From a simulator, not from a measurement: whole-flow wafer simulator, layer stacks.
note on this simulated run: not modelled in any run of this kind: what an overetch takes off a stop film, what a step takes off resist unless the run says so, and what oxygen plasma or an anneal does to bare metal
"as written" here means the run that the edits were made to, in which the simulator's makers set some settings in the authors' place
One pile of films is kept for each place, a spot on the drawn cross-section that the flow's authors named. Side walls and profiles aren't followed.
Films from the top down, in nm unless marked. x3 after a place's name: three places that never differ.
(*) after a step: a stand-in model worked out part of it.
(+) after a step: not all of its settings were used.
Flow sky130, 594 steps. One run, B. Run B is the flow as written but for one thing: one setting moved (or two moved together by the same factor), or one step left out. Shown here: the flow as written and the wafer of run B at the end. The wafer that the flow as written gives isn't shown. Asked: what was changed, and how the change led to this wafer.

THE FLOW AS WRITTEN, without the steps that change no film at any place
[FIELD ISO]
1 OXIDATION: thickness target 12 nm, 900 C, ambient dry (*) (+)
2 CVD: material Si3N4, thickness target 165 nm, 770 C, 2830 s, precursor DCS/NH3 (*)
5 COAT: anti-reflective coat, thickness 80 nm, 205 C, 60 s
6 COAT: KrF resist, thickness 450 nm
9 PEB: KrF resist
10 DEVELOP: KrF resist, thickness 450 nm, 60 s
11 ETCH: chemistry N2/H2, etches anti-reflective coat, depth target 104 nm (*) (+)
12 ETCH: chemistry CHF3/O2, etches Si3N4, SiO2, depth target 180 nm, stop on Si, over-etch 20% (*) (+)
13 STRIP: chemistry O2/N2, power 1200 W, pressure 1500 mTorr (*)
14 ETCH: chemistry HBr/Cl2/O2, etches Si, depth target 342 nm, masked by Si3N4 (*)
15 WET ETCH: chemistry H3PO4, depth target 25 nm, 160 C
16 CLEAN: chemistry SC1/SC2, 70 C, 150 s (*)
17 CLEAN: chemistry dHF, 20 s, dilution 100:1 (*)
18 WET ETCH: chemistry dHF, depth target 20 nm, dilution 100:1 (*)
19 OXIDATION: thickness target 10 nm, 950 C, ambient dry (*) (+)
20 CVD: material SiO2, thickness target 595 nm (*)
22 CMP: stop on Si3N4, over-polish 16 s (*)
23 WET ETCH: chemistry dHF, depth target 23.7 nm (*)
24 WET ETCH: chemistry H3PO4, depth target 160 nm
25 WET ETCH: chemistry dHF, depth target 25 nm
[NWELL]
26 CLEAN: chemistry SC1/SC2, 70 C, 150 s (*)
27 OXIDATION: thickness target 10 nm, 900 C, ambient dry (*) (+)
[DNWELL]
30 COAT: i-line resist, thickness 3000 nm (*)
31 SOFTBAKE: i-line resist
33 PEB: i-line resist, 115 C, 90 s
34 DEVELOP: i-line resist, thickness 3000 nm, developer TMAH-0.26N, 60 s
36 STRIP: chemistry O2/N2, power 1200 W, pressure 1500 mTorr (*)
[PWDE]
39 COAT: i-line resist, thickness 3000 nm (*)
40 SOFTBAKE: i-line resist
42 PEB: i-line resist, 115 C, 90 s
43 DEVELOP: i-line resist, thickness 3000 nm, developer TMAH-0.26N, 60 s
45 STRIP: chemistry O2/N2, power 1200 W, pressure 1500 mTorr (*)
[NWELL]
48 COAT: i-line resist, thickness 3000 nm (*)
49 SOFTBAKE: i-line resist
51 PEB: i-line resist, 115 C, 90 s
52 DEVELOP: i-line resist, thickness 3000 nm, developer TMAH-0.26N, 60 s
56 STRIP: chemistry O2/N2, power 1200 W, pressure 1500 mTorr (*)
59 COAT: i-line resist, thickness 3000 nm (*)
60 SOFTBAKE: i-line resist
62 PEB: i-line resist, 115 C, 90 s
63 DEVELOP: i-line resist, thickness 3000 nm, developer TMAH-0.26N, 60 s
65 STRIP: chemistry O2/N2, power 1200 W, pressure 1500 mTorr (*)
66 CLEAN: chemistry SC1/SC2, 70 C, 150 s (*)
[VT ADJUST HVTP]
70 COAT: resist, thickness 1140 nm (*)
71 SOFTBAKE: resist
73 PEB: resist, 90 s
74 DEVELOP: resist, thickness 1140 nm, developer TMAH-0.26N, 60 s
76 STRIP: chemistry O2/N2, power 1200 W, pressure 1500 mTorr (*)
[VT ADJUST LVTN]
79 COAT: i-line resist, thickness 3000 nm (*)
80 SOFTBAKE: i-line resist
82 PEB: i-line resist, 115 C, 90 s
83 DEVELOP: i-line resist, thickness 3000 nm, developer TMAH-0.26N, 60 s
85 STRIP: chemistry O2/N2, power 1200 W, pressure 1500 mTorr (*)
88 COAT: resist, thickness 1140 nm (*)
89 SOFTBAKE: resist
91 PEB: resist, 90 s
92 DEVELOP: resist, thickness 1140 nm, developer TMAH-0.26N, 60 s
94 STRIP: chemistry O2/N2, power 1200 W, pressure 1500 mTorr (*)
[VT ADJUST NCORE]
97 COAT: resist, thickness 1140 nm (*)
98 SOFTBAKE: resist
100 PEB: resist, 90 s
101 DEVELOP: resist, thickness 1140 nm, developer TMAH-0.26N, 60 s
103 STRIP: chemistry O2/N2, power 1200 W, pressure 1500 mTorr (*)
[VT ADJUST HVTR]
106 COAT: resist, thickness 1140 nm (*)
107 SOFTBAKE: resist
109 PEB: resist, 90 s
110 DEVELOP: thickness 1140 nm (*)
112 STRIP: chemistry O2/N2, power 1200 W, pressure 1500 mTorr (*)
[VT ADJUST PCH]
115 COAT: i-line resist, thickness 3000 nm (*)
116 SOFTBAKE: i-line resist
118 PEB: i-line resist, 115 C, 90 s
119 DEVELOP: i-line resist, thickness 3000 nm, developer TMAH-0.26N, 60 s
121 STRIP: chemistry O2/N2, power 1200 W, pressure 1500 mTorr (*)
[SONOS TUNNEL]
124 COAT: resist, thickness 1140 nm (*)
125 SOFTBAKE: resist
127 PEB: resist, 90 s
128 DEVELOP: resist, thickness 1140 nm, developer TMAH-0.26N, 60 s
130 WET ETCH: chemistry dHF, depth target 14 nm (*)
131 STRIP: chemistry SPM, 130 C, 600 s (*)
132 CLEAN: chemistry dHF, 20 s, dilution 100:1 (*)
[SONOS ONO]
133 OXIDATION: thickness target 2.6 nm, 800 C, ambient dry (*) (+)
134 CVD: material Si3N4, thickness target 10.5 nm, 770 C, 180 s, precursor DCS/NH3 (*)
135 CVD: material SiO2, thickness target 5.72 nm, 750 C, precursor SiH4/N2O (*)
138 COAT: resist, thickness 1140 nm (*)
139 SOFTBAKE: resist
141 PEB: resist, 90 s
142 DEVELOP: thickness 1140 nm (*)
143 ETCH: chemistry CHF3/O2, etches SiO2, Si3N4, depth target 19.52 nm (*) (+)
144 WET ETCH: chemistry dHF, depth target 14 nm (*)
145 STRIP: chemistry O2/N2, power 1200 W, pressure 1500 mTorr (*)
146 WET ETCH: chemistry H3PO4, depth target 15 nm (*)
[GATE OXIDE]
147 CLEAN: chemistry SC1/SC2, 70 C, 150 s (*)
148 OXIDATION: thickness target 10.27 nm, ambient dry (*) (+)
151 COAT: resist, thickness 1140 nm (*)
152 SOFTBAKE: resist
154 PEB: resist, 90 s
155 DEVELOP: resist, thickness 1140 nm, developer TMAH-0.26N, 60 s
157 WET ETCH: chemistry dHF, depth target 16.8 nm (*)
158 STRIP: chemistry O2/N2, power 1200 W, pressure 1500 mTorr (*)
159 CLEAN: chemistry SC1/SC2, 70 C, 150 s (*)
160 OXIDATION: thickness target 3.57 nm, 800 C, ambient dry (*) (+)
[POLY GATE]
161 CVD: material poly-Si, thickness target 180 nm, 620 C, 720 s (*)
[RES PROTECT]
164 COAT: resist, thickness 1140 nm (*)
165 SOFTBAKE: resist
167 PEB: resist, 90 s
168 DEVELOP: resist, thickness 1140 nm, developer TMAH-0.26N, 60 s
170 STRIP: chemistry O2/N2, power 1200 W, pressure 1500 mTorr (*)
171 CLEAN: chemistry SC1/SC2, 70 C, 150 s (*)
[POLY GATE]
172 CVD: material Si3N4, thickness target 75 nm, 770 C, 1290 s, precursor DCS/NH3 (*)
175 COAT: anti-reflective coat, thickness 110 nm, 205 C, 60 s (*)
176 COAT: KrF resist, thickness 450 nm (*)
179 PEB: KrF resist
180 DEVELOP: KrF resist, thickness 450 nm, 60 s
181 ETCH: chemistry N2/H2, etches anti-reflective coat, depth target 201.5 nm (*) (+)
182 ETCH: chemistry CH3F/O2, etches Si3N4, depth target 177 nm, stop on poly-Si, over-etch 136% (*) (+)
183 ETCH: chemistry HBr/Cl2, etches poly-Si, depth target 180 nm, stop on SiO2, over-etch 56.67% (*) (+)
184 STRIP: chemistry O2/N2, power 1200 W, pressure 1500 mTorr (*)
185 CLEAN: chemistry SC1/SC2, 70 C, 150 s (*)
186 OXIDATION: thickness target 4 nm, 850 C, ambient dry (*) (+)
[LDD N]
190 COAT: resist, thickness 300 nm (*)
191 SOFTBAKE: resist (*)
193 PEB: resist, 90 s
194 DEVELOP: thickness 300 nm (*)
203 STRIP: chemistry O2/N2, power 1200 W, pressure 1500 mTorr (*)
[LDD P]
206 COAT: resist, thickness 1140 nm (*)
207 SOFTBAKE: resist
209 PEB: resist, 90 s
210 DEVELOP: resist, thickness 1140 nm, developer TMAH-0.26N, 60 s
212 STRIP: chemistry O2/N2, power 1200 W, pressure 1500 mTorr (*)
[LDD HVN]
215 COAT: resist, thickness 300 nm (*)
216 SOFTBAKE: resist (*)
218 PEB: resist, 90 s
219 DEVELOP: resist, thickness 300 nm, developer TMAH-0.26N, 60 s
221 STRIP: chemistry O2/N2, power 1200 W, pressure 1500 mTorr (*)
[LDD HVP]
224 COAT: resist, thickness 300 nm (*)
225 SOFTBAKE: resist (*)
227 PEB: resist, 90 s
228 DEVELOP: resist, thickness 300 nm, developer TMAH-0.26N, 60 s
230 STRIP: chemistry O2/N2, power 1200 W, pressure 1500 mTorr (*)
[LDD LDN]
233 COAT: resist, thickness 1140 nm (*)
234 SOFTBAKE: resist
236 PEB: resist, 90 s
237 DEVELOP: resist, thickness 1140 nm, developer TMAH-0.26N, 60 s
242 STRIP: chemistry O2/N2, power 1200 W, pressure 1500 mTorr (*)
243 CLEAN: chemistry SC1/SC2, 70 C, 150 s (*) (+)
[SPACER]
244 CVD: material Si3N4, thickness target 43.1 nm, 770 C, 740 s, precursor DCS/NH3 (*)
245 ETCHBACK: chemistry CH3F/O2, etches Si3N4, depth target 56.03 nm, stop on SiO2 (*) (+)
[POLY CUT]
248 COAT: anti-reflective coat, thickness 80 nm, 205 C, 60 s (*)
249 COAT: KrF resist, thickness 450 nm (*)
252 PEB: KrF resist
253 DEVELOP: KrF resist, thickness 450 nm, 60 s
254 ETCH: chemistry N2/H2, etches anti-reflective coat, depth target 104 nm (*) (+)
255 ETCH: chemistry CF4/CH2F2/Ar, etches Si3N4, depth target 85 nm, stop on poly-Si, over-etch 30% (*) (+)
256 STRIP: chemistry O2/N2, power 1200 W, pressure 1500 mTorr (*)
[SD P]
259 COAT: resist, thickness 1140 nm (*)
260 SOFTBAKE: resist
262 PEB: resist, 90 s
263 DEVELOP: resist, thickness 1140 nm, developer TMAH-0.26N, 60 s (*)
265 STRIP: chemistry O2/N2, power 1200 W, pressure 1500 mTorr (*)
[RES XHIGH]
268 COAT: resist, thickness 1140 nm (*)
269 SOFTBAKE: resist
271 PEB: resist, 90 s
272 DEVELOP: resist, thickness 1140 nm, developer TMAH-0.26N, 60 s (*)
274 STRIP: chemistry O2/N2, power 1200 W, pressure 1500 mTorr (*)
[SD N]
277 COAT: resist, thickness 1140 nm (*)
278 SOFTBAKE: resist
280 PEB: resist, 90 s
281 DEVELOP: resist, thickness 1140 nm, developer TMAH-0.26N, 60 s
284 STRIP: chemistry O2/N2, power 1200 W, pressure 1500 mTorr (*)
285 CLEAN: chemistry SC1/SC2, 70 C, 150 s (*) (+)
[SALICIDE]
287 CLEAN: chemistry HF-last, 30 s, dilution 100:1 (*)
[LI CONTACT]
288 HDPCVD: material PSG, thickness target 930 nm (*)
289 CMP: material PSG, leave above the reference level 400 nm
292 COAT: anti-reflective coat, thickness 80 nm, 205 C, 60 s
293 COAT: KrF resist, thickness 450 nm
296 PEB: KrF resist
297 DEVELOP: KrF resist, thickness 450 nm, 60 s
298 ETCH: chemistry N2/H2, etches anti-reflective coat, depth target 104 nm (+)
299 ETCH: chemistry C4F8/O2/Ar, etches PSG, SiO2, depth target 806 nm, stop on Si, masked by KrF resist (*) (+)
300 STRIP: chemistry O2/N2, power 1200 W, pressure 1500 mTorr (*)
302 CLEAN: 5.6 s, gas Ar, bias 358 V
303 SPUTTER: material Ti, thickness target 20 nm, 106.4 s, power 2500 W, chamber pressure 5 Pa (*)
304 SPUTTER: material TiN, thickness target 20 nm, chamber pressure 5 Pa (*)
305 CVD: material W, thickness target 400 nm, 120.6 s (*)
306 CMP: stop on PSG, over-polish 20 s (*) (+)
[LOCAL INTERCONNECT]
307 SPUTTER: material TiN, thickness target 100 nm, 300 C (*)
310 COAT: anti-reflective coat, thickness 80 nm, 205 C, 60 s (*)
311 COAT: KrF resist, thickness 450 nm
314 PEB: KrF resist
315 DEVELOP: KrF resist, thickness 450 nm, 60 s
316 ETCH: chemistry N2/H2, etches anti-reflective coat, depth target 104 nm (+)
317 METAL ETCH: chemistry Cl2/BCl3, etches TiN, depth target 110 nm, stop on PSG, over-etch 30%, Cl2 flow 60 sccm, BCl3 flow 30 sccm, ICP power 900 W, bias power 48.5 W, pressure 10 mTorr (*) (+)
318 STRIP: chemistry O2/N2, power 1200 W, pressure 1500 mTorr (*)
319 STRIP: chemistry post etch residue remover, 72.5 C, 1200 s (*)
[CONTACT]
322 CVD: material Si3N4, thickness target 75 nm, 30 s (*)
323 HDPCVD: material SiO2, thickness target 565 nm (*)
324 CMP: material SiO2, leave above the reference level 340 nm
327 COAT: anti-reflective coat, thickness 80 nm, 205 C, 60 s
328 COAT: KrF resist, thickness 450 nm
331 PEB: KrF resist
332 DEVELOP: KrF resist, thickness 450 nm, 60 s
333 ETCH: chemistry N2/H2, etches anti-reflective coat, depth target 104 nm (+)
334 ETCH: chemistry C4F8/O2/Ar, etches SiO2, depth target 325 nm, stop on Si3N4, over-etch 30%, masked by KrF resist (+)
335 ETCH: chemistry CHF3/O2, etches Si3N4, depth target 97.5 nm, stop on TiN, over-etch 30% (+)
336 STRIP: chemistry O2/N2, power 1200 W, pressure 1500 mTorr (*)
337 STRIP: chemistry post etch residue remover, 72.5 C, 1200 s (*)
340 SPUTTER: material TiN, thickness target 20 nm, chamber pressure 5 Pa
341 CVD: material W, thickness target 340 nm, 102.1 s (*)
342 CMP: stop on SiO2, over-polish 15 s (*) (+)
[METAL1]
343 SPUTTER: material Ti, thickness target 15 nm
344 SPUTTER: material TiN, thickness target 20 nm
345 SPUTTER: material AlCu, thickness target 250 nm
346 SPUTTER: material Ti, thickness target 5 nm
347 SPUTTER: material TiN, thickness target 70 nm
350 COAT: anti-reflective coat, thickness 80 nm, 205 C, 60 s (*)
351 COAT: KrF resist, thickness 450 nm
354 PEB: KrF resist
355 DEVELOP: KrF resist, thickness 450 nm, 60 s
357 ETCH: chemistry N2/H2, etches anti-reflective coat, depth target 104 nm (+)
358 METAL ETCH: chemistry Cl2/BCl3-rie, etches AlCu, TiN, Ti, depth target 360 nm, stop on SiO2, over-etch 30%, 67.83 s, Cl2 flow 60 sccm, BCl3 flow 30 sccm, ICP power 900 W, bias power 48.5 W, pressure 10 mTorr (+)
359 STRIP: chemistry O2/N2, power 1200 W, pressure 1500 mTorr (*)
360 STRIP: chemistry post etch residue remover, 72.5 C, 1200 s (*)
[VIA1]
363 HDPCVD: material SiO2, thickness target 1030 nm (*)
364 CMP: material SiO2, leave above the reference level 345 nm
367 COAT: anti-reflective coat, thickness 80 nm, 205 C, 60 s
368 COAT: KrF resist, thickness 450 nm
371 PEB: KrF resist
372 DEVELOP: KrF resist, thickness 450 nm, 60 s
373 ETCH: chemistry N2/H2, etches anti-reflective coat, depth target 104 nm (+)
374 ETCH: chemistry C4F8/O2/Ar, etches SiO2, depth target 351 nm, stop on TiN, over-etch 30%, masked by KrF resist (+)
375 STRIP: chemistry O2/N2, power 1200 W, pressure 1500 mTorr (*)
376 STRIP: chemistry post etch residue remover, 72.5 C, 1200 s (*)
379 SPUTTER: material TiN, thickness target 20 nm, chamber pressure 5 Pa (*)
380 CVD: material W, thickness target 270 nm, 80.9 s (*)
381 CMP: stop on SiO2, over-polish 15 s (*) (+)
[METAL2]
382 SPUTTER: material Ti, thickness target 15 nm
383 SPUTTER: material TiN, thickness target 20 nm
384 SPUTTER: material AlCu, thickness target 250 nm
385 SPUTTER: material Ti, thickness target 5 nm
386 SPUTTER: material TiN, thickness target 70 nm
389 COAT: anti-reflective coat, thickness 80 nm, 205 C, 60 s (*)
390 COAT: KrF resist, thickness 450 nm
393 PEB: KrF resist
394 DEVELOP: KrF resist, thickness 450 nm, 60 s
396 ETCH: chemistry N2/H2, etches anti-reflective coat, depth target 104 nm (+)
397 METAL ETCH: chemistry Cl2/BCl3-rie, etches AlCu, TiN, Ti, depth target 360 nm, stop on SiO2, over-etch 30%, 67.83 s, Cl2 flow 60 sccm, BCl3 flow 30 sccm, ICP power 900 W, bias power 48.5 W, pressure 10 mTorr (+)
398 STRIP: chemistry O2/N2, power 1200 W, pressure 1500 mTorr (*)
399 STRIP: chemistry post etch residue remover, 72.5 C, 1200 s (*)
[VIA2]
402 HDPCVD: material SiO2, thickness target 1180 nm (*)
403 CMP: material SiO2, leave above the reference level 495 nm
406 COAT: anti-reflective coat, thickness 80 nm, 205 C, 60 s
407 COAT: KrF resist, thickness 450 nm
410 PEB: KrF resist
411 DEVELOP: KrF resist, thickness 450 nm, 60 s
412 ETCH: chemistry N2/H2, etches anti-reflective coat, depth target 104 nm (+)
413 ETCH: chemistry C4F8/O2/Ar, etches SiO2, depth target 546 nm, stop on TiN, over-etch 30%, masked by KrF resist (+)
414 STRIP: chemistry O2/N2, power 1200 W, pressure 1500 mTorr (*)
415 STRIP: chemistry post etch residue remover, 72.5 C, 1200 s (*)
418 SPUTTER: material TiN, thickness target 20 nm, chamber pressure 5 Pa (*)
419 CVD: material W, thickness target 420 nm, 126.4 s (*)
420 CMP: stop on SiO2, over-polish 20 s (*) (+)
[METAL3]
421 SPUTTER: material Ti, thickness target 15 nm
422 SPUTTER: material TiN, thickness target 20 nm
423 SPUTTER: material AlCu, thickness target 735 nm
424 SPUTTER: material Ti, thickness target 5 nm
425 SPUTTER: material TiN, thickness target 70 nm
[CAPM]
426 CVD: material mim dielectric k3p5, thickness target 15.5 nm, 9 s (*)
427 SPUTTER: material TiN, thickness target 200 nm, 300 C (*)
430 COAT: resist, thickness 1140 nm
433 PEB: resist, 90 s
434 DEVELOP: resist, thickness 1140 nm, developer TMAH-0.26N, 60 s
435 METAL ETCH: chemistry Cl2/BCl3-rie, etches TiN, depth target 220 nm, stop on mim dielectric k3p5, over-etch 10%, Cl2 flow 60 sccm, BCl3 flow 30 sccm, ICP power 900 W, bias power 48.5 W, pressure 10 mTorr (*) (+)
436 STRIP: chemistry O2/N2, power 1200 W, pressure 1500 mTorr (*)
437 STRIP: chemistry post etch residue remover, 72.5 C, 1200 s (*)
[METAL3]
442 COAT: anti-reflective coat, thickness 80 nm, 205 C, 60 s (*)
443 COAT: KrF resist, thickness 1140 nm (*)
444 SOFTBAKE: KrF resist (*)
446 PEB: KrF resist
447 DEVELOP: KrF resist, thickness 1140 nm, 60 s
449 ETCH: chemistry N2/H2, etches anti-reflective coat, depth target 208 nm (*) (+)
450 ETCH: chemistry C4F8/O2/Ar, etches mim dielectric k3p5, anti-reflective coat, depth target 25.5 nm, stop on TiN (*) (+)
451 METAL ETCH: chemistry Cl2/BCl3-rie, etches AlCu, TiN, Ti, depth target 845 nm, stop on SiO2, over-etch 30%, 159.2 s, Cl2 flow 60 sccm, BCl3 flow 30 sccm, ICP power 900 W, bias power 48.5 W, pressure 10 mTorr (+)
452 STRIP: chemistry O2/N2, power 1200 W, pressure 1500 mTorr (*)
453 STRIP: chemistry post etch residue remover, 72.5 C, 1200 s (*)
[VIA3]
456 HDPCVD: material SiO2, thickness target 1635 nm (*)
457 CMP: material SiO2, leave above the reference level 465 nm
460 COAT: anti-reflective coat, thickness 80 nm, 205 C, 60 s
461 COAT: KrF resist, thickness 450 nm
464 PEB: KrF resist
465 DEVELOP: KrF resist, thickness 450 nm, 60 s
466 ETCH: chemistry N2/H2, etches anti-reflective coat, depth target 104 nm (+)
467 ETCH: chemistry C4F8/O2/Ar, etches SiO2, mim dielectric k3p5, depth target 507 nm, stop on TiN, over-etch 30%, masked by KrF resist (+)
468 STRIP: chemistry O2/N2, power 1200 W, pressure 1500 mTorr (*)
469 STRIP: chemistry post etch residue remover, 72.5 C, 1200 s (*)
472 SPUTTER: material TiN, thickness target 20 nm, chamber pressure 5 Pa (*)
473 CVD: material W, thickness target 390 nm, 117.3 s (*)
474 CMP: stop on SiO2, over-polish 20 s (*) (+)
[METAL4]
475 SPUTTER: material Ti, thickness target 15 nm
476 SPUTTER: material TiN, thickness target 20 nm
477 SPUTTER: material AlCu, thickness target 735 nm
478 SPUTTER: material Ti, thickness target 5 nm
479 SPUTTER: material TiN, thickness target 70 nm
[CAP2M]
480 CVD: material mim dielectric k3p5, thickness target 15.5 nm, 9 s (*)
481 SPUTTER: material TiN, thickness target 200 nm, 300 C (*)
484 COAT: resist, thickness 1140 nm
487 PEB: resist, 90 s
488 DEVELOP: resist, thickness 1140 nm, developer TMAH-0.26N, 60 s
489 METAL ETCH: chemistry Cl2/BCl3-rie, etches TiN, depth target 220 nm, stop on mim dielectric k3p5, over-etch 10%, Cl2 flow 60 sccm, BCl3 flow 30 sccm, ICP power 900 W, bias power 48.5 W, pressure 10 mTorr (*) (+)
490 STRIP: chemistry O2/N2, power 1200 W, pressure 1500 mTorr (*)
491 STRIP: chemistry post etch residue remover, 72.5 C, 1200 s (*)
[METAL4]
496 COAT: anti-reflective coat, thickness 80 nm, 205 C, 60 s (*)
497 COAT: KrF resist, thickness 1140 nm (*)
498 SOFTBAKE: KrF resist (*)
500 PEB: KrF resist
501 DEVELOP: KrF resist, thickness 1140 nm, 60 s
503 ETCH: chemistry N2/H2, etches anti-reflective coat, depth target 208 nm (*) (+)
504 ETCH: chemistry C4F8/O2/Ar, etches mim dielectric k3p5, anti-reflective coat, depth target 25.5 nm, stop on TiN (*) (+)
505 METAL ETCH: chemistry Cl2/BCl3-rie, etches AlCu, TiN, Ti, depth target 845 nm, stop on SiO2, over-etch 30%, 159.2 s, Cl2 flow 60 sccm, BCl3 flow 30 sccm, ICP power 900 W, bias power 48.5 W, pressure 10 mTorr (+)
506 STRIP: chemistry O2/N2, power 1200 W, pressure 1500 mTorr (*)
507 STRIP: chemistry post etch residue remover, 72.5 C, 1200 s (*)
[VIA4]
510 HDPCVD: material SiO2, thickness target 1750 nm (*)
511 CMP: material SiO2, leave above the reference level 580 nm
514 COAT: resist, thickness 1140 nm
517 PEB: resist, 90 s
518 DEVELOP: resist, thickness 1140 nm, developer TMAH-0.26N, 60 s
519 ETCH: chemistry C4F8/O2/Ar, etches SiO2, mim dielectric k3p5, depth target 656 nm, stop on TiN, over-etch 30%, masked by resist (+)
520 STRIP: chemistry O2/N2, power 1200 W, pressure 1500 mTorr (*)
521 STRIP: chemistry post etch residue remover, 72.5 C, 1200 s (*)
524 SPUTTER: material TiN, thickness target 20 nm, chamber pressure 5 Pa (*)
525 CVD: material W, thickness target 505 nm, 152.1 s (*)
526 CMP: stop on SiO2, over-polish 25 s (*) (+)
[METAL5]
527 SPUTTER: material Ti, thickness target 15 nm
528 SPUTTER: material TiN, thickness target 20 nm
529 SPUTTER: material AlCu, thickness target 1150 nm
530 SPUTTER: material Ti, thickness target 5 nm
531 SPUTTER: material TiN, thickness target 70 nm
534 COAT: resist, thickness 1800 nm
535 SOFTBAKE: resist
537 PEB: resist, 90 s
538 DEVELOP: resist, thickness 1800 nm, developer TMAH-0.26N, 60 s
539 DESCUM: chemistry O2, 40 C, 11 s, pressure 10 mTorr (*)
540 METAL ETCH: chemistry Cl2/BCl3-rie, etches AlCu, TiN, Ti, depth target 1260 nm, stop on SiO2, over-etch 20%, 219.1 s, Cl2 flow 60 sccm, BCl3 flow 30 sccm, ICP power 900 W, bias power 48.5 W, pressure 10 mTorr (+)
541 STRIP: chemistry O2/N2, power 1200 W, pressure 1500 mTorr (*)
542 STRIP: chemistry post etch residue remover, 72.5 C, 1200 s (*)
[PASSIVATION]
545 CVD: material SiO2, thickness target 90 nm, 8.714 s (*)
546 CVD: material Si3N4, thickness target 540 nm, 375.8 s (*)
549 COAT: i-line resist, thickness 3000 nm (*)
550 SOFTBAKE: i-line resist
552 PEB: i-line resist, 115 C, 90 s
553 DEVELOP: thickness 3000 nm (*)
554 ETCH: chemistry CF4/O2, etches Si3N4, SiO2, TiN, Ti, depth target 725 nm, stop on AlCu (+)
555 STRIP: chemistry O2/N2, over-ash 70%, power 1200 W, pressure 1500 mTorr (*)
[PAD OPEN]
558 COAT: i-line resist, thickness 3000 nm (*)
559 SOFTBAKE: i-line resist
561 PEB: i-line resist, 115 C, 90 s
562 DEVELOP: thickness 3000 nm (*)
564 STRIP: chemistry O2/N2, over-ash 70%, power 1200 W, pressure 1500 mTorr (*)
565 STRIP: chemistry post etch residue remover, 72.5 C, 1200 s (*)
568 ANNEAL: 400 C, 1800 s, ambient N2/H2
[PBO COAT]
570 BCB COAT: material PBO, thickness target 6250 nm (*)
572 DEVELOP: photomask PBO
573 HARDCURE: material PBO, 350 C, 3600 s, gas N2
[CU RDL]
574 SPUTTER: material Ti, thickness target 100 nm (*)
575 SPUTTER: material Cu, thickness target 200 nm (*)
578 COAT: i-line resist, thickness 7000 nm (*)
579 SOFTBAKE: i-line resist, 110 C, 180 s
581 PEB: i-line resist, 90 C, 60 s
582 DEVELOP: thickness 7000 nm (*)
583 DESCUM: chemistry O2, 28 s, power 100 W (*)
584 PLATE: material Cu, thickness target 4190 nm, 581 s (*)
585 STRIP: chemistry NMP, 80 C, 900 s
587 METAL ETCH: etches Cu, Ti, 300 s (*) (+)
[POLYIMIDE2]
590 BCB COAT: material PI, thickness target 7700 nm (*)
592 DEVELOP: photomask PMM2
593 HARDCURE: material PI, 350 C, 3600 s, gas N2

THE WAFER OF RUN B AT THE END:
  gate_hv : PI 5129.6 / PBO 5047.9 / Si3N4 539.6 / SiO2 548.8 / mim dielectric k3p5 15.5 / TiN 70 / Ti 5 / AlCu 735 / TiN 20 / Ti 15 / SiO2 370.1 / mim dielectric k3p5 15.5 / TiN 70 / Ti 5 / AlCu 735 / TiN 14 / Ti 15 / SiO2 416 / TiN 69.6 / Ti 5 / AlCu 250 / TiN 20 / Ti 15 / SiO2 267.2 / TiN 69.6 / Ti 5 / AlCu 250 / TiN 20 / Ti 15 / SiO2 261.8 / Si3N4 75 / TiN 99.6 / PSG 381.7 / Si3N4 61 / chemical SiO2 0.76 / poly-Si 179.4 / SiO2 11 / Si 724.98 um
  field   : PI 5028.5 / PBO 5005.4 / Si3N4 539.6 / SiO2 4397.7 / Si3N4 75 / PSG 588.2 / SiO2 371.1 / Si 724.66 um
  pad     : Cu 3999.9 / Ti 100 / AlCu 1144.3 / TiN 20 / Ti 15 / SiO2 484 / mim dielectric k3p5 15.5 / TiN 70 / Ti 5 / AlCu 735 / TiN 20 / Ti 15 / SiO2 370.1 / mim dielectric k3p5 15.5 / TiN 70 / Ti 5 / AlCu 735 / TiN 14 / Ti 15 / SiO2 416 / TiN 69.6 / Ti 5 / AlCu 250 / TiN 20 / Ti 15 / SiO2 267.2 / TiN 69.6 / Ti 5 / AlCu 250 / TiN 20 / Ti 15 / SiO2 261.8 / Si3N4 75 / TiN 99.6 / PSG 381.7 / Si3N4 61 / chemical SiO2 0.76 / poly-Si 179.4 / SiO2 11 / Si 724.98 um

The cause: step 422, SPUTTER: thickness target 14 nm was run, where the flow has thickness target 20 nm.
It can be read off the wafer: gate_hv has TiN 14, and step 422 as written asks for 20 nm.

How the change led to this, step by step:
  422 SPUTTER: material TiN, thickness target 20 nm
      field, active, n_well and 188 more: TiN +14 (new film) (as written it would be: TiN +20 (new film))
  451 METAL ETCH: chemistry Cl2/BCl3-rie, etches AlCu, TiN, Ti, depth target 845 nm, stop on SiO2, over-etch 30%, 159.2 s, Cl2 flow 60 sccm, BCl3 flow 30 sccm, ICP power 900 W, bias power 48.5 W, pressure 10 mTorr (+)
      field, active, gate and 67 more: TiN -70 (all of it), Ti -5 (all of it), AlCu -735 (all of it), TiN -14 (all of it), Ti -15 (all of it), SiO2 -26 (as written it would be: TiN -70 (all of it), Ti -5 (all of it), AlCu -735 (all of it), TiN -20 (all of it), Ti -15 (all of it), SiO2 -25.4)
      vpp_ln, vpp_iso2, ndiff_ln and 9 more: TiN -70 (all of it), Ti -5 (all of it), AlCu -735 (all of it), TiN -14 (all of it), Ti -15 (all of it), SiO2 -25.9 (as written it would be: TiN -70 (all of it), Ti -5 (all of it), AlCu -735 (all of it), TiN -20 (all of it), Ti -15 (all of it), SiO2 -25.3)
      (and at 3 more places)
